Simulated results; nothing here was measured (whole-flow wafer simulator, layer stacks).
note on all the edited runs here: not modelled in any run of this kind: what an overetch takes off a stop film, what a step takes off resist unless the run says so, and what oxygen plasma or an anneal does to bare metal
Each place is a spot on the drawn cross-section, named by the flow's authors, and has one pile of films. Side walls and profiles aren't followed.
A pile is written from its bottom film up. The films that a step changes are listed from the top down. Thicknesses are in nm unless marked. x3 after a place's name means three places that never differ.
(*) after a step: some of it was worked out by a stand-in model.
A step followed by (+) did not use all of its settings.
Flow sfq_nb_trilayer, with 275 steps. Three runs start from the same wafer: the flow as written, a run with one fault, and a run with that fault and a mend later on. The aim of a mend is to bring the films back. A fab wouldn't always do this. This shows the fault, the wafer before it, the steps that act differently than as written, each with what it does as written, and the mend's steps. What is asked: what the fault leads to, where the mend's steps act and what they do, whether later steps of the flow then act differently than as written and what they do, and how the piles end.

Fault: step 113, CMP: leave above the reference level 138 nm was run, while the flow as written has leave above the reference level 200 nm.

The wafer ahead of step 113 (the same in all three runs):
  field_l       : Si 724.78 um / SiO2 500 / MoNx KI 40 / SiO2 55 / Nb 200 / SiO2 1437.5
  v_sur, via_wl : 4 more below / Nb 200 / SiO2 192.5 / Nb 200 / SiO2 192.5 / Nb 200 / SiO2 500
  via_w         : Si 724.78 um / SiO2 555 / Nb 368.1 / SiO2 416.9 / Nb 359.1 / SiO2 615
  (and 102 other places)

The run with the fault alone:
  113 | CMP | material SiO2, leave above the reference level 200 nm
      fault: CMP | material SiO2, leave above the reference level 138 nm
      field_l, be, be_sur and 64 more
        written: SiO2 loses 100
        fault: SiO2 loses 162
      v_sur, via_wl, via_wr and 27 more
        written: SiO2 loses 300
        fault: SiO2 loses 362
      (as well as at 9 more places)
  Later steps of the flow acting differently than as written (not shown: 6 more steps that differ only slightly, by at most 2% or 0.5 nm, whichever is larger):
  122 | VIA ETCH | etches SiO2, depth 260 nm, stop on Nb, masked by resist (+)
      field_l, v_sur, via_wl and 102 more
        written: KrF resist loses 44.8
        fault: KrF resist loses 35.6
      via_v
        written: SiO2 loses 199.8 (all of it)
        fault: SiO2 loses 137.8 (all of it)
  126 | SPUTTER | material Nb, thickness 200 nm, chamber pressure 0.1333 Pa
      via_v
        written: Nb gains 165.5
        fault: Nb gains 179.2
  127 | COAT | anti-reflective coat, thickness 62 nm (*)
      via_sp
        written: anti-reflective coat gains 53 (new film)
        fault: anti-reflective coat gains 54.2 (new film)
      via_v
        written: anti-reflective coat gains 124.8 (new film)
        fault: anti-reflective coat gains 110.2 (new film)
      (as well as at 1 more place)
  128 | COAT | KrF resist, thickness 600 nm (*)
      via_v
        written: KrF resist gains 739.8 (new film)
        fault: KrF resist gains 688.7 (new film)
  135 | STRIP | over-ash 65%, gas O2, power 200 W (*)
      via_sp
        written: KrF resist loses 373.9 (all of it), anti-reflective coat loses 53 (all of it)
        fault: KrF resist loses 378.1 (all of it), anti-reflective coat loses 54.2 (all of it)
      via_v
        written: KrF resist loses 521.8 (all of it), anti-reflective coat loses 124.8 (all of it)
        fault: KrF resist loses 470.9 (all of it), anti-reflective coat loses 110.2 (all of it)
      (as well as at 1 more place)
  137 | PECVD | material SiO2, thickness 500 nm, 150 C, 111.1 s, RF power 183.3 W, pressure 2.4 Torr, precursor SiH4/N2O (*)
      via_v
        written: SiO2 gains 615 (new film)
        fault: SiO2 gains 514.8 (new film)
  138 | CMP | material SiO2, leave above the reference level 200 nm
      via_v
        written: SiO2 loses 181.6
        fault: SiO2 loses 157.1
  By the end, the piles at field_l, v_sur, via_wl and 102 more depart from the flow's by more than 2% or 0.5 nm, whichever is larger.
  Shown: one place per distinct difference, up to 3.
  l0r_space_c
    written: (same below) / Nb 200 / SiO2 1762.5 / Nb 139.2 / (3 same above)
    fault: (same below) / Nb 200 / SiO2 1700.5 / Nb 139.2 / (3 same above)
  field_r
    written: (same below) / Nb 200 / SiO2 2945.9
    fault: (same below) / Nb 200 / SiO2 2883.9
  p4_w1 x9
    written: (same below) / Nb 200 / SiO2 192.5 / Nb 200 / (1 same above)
    fault: (same below) / Nb 200 / SiO2 130.5 / Nb 200 / (1 same above)

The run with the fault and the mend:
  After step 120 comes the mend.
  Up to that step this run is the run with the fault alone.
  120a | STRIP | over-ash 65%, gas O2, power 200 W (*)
      field_l, v_sur, via_wl and 102 more
        KrF resist loses 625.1 (all of it), anti-reflective coat loses 62 (all of it)
      via_v
        anti-reflective coat loses 62 (all of it)
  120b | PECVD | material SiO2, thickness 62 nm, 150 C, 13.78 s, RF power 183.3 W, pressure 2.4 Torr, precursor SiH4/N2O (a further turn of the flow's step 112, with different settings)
      field_l, v_sur, via_wl and 103 more
        SiO2 gains 62
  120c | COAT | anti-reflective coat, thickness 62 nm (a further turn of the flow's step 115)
      field_l, v_sur, via_wl and 103 more
        anti-reflective coat gains 62 (new film)
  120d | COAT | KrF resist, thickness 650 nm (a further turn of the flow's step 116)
      field_l, v_sur, via_wl and 103 more
        KrF resist gains 650 (new film)
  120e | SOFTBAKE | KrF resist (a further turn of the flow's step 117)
      leaves every film unchanged at each place that is followed
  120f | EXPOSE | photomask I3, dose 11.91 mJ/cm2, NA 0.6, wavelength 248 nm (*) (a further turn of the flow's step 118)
      leaves every film unchanged at each place that is followed
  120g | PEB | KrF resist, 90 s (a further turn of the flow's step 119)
      field_l, v_sur, via_wl and 103 more
        KrF resist loses 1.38
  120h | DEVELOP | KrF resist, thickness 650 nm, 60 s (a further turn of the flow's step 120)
      field_l, v_sur, via_wl and 102 more
        KrF resist loses 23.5
      via_v
        KrF resist loses 648.6 (all of it)
  None of the later steps of the flow acts differently than as written at any place that is followed.
  By the end, the piles equal the flow's at every place that both follow.
